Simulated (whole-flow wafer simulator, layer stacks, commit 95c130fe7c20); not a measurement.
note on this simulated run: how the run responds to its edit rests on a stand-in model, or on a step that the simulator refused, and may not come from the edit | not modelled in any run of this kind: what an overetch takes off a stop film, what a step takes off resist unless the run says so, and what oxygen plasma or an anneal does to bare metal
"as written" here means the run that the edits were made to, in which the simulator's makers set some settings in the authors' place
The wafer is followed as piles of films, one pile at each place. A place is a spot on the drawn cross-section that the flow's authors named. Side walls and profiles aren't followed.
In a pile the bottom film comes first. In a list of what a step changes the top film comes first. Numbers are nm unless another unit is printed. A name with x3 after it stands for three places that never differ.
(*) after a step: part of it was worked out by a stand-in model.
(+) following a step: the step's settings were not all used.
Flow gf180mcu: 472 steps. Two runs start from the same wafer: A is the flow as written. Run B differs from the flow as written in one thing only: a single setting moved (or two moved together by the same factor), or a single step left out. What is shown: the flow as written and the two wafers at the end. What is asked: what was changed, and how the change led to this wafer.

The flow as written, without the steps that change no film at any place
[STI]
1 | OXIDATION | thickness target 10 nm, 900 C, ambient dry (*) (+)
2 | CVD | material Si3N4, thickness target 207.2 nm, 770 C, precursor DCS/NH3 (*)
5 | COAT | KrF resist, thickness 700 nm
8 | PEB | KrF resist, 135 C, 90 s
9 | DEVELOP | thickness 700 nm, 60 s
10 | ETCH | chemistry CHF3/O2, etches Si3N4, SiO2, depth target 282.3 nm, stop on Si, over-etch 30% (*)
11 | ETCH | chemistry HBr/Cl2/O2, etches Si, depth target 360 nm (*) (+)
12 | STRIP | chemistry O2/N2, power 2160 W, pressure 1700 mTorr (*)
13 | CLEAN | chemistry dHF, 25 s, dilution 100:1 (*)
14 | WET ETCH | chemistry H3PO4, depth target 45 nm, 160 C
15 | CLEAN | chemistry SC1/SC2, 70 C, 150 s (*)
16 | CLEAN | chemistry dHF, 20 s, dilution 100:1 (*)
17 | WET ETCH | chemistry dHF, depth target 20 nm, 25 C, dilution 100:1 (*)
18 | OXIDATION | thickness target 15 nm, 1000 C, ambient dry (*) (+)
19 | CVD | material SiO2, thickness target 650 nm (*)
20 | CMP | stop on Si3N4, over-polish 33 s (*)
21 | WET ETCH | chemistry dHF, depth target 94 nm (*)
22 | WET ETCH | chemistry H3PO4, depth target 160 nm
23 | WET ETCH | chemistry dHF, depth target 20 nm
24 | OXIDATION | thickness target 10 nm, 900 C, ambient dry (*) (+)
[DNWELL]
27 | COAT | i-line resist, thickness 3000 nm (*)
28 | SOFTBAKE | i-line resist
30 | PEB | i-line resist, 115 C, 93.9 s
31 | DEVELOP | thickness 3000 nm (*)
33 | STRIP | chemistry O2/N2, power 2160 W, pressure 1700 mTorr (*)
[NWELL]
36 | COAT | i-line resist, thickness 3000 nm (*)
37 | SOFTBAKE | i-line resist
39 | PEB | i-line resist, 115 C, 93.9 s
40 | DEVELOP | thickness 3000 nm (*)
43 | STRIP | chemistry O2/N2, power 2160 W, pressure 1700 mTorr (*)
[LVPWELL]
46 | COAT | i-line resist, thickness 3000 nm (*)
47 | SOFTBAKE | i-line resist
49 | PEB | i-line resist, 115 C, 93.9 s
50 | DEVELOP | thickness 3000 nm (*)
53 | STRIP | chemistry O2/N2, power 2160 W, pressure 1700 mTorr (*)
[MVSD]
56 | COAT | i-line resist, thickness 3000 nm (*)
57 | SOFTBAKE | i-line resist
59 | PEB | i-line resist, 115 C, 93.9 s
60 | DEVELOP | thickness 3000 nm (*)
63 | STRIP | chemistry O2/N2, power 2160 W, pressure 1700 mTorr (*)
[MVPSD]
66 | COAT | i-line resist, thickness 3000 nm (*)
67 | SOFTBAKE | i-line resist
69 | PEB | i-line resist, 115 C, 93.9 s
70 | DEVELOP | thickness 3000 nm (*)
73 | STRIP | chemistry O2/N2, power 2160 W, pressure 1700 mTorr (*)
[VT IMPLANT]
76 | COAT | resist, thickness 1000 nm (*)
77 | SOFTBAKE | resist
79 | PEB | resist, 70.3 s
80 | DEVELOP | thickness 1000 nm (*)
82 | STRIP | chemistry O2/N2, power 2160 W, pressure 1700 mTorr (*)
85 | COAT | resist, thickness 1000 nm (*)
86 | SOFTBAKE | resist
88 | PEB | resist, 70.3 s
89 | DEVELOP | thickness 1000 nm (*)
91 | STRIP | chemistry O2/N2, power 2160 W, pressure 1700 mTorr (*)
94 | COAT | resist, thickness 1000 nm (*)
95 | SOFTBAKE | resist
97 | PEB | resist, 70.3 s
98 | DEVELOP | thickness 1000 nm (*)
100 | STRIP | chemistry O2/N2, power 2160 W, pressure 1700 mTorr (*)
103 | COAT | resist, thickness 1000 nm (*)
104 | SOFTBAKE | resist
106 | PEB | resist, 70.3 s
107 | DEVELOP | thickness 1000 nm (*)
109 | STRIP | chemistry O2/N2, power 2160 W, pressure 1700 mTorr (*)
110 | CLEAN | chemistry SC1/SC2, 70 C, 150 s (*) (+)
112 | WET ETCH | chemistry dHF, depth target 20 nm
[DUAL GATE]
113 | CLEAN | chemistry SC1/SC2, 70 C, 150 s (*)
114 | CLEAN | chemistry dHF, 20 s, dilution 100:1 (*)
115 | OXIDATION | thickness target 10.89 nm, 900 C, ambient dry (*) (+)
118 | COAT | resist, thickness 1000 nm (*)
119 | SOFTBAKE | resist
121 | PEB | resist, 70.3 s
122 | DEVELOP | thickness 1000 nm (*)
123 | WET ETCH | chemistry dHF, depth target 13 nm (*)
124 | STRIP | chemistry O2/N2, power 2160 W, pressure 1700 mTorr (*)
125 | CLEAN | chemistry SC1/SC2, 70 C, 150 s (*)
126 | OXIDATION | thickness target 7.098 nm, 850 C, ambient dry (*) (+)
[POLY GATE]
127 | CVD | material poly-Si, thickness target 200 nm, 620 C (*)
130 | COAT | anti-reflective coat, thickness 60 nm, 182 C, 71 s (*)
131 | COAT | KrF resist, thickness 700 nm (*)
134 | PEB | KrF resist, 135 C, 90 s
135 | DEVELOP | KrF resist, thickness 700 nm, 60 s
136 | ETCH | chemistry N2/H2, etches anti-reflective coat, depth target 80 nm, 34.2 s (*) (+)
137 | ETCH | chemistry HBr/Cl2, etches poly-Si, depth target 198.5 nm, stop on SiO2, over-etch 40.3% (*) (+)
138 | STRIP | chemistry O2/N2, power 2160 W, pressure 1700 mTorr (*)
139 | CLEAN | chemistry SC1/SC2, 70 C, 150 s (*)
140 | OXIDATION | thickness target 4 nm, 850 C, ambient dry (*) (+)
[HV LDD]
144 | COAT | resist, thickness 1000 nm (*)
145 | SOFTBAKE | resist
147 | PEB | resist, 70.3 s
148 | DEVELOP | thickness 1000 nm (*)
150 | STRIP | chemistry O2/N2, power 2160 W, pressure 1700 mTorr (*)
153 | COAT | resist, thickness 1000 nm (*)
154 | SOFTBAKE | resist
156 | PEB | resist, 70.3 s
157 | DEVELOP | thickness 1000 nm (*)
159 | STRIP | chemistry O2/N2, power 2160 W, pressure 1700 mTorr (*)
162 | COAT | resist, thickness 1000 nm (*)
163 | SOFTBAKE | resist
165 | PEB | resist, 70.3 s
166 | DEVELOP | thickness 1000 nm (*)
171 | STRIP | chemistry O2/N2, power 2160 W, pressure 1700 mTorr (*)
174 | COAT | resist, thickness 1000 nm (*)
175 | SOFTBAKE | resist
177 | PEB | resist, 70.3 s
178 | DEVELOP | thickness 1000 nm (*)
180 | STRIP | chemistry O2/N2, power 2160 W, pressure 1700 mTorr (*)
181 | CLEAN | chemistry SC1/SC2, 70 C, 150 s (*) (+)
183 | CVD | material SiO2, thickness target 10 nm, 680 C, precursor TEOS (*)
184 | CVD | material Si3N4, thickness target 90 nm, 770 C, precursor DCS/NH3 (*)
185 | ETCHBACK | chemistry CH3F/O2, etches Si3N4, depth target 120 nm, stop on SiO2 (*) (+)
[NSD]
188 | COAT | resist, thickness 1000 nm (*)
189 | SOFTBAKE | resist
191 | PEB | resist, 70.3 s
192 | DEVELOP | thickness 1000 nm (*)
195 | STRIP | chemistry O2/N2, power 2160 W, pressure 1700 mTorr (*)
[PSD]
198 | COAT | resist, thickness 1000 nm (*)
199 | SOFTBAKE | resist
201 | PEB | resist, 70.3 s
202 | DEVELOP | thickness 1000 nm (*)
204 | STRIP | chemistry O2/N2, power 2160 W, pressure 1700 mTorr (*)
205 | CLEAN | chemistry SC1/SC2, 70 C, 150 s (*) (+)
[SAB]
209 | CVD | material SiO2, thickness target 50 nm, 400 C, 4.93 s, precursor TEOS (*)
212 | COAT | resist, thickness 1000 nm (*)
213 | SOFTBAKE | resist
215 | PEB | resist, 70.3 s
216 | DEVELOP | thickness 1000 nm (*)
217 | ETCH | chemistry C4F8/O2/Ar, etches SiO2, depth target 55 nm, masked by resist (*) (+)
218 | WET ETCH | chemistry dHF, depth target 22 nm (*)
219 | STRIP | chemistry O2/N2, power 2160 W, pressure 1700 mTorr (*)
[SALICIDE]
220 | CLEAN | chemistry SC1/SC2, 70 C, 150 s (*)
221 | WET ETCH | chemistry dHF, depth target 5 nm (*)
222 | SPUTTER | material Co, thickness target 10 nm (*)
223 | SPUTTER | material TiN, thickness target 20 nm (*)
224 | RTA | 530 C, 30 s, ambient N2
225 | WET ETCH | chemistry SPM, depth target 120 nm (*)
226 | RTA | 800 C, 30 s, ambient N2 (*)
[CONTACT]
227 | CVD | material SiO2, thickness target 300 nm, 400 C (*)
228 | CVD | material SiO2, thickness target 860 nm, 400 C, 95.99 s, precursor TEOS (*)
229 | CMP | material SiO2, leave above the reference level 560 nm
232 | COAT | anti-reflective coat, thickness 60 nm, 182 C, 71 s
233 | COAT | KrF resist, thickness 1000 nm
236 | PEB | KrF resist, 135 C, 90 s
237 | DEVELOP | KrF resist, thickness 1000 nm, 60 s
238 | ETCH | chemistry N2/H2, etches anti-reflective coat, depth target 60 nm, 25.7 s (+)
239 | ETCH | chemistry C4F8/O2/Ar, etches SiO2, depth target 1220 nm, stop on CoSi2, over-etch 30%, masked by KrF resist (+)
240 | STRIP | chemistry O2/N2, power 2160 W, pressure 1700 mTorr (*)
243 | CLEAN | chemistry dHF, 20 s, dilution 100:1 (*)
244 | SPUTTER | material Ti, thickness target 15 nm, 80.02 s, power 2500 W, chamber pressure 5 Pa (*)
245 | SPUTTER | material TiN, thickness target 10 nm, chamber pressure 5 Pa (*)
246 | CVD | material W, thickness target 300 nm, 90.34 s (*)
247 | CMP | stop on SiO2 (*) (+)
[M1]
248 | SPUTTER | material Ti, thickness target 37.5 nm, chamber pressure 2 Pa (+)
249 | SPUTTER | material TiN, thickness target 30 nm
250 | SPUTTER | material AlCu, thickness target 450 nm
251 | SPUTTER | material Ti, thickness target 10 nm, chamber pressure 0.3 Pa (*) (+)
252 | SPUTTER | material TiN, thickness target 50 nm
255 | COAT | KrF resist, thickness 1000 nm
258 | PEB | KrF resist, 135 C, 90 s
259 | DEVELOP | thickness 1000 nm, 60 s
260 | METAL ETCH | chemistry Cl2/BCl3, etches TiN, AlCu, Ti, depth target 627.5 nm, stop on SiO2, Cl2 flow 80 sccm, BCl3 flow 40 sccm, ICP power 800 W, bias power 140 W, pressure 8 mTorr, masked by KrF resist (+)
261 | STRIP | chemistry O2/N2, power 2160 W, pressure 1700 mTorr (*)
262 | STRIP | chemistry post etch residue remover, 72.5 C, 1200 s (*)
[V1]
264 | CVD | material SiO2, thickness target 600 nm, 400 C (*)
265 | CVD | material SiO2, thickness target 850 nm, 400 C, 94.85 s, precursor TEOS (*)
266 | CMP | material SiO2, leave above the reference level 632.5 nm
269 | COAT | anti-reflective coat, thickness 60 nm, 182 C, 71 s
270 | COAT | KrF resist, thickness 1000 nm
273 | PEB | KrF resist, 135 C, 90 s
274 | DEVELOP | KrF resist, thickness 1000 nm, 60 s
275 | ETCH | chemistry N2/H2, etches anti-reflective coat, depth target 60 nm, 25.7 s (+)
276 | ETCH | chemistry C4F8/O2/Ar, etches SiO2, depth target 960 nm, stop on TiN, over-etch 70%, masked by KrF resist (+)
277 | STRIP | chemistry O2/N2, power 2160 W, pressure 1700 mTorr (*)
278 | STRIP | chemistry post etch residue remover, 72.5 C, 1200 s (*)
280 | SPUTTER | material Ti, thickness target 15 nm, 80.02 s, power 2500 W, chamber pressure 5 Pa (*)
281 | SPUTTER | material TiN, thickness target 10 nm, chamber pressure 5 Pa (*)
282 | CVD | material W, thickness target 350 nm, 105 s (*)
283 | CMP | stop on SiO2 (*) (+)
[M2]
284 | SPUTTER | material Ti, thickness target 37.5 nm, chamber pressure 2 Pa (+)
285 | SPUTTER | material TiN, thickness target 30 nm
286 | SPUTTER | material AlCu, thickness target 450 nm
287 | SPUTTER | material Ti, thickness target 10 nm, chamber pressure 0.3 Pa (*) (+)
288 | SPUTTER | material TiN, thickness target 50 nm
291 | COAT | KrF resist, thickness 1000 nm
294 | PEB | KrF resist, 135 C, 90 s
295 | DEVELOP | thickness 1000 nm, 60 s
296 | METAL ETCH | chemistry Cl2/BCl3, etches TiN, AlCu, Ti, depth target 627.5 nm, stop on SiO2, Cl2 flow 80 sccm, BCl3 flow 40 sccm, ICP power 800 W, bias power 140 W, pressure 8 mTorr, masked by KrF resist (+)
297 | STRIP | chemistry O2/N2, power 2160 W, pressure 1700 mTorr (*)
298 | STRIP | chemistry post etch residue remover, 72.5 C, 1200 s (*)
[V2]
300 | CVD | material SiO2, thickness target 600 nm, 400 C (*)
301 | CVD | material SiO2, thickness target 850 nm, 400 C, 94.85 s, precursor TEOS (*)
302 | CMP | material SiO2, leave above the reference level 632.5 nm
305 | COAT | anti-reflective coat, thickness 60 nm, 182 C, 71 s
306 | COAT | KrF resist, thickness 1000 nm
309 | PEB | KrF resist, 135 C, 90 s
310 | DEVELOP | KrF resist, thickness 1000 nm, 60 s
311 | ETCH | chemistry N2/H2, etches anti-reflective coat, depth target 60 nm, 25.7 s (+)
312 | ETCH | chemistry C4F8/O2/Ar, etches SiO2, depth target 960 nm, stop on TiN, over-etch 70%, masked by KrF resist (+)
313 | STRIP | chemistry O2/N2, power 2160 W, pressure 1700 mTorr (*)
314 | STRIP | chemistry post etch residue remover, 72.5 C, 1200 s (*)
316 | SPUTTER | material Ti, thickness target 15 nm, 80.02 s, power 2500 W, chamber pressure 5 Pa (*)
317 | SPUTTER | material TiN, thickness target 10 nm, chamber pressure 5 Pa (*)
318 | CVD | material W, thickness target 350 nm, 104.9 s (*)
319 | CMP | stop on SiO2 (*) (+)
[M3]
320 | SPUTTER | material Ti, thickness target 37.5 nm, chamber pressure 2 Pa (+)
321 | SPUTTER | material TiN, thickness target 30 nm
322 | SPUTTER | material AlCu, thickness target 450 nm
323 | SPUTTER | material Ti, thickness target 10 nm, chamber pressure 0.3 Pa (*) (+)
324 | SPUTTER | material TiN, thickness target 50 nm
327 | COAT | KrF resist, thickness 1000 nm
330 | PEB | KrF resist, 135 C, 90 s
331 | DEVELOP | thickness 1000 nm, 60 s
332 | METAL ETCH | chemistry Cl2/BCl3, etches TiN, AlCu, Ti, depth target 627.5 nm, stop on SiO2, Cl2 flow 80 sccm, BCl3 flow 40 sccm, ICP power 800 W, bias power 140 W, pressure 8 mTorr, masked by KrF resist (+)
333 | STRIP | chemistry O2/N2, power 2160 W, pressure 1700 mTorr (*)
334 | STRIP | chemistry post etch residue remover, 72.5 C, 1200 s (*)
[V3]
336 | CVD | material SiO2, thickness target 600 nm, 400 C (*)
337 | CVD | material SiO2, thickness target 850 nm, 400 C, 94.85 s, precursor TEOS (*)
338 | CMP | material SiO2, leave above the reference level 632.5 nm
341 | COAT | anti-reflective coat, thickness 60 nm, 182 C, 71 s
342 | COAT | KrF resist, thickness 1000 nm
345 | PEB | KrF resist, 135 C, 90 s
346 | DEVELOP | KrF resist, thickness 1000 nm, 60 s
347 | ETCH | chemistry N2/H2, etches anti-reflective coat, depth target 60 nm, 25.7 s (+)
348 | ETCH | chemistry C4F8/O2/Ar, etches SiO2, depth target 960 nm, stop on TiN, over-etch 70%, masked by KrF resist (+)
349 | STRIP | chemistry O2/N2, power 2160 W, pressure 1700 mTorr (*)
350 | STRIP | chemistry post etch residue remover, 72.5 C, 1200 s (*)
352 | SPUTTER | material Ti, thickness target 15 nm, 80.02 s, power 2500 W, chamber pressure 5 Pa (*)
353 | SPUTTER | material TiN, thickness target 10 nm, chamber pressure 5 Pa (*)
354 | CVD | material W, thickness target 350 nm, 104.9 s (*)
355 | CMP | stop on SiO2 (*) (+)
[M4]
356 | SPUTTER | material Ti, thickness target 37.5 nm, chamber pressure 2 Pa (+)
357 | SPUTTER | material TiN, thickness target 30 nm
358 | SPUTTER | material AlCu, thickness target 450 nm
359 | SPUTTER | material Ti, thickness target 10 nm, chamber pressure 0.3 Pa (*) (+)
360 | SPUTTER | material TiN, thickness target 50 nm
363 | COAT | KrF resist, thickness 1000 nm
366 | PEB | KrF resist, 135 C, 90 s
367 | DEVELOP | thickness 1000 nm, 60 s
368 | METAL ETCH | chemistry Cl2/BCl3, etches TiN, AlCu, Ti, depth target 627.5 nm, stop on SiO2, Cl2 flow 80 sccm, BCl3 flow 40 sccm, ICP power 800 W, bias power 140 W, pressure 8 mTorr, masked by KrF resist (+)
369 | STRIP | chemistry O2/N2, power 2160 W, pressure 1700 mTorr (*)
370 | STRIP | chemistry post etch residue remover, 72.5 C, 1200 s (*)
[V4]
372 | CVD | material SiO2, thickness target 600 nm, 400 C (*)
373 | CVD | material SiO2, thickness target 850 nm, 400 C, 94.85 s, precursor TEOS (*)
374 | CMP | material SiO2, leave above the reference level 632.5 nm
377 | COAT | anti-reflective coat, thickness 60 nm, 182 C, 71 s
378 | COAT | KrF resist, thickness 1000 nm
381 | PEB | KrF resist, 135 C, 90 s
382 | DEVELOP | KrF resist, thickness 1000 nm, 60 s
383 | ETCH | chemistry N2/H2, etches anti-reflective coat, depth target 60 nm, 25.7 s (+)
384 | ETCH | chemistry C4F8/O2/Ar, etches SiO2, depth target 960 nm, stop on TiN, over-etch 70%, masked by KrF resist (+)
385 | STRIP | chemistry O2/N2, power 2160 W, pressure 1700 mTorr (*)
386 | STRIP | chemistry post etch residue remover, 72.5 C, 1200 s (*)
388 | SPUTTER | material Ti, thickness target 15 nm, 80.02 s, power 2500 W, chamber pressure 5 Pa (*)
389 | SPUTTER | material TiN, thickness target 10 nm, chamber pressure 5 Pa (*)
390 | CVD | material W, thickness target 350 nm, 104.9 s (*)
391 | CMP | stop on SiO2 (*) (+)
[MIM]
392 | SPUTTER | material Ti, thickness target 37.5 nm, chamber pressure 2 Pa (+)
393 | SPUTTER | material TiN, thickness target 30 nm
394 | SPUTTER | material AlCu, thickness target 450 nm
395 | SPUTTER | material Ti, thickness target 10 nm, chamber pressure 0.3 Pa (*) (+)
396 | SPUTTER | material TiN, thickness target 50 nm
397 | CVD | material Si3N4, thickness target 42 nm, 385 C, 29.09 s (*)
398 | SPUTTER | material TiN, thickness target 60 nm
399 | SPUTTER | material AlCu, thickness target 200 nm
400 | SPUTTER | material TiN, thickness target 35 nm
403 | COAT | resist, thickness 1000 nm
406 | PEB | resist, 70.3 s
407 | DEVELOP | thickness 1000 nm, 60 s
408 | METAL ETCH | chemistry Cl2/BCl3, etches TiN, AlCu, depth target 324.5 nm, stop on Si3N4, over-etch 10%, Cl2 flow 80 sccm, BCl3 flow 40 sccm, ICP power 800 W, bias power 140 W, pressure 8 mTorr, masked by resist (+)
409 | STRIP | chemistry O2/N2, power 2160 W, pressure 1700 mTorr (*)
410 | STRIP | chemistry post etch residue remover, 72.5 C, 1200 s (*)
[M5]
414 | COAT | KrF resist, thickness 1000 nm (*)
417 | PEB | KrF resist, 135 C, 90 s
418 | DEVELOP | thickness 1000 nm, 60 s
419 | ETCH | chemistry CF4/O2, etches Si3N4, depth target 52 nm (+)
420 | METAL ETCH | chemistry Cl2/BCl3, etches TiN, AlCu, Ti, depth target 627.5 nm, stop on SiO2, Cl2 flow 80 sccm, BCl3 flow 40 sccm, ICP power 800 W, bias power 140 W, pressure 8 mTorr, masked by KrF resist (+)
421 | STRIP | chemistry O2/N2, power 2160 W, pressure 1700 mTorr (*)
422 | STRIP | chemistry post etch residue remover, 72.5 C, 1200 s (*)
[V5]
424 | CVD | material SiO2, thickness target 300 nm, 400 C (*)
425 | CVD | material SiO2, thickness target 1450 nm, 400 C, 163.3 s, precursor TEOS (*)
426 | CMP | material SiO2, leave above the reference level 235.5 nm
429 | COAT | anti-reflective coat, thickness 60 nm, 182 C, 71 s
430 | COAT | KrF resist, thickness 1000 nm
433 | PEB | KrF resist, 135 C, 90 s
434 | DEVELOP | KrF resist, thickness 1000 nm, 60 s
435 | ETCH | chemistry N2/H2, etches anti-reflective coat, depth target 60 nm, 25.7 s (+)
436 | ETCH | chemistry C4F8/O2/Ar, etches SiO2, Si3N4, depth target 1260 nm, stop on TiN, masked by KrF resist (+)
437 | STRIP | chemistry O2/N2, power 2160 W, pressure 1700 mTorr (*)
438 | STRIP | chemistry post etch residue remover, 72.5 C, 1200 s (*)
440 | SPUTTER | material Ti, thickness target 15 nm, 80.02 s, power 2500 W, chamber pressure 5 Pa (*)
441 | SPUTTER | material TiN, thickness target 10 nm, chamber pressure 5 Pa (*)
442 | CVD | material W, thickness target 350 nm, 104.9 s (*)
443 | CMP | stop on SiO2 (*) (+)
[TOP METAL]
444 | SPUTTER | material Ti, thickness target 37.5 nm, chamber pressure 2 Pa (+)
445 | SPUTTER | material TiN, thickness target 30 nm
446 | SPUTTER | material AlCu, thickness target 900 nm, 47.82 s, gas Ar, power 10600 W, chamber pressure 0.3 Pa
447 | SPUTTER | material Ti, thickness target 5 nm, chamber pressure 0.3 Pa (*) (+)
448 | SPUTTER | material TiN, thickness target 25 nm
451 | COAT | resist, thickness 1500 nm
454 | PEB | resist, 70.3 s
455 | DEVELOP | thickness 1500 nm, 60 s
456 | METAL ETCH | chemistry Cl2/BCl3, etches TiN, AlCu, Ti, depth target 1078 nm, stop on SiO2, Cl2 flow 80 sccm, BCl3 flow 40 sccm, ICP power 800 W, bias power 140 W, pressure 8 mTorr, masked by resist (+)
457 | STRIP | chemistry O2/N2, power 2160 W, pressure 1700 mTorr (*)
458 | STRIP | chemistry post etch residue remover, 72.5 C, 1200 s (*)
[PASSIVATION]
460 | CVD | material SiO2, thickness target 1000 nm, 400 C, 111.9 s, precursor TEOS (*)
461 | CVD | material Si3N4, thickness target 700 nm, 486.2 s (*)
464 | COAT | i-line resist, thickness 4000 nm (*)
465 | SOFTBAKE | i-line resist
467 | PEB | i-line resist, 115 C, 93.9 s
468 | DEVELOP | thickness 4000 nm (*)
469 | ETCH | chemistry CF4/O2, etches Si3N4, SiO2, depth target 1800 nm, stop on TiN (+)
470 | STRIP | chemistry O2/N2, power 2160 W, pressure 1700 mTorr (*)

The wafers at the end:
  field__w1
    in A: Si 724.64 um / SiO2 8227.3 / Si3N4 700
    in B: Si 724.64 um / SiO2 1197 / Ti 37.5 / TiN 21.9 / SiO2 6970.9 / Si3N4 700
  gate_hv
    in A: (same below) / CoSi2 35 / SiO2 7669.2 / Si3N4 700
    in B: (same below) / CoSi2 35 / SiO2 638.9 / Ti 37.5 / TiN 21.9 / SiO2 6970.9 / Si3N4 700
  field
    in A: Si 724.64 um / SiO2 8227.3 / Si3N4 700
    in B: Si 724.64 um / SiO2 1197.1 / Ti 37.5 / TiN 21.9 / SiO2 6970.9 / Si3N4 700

Cause: step 260, METAL ETCH: depth target 517.7 nm was run, though the flow has depth target 627.5 nm.

The path from the change to this, step by step:
  260 | METAL ETCH | chemistry Cl2/BCl3, etches TiN, AlCu, Ti, depth target 627.5 nm, stop on SiO2, Cl2 flow 80 sccm, BCl3 flow 40 sccm, ICP power 800 W, bias power 140 W, pressure 8 mTorr, masked by KrF resist (+)
      field, field__w1, field__w2 and 99 more: A TiN loses 50 (all of it), Ti loses 10 (all of it), AlCu loses 450 (all of it), TiN loses 30 (all of it), Ti loses 37.5 (all of it) | B TiN loses 50 (all of it), Ti loses 10 (all of it), AlCu loses 450 (all of it), TiN loses 7.7
      field__w8, contact, m1 and 6 more: A KrF resist loses 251 | B KrF resist loses 207.1
  261 | STRIP | chemistry O2/N2, power 2160 W, pressure 1700 mTorr (*)
      field__w8, contact, m1 and 6 more: A KrF resist loses 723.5 (all of it) | B KrF resist loses 767.4 (all of it)
  264 | CVD | material SiO2, thickness target 600 nm, 400 C (*)
      field, field__w1, field__w2 and 99 more: A SiO2 gains 600 | B SiO2 gains 600 (new film)
  266 | CMP | material SiO2, leave above the reference level 632.5 nm
      field, field__w1, field__w2 and 99 more: A SiO2 loses 300 | B SiO2 loses 359.4
With metal films that touch counted as one body, field__w1 has 1 body; the flow as written gives 0 bodies.
With metal films that touch counted as one body, gate_hv has 2 bodies (between them, from the top down: SiO2 638.9); the flow as written gives 1 body.
With metal films that touch counted as one body, field has 1 body; the flow as written gives 0 bodies.
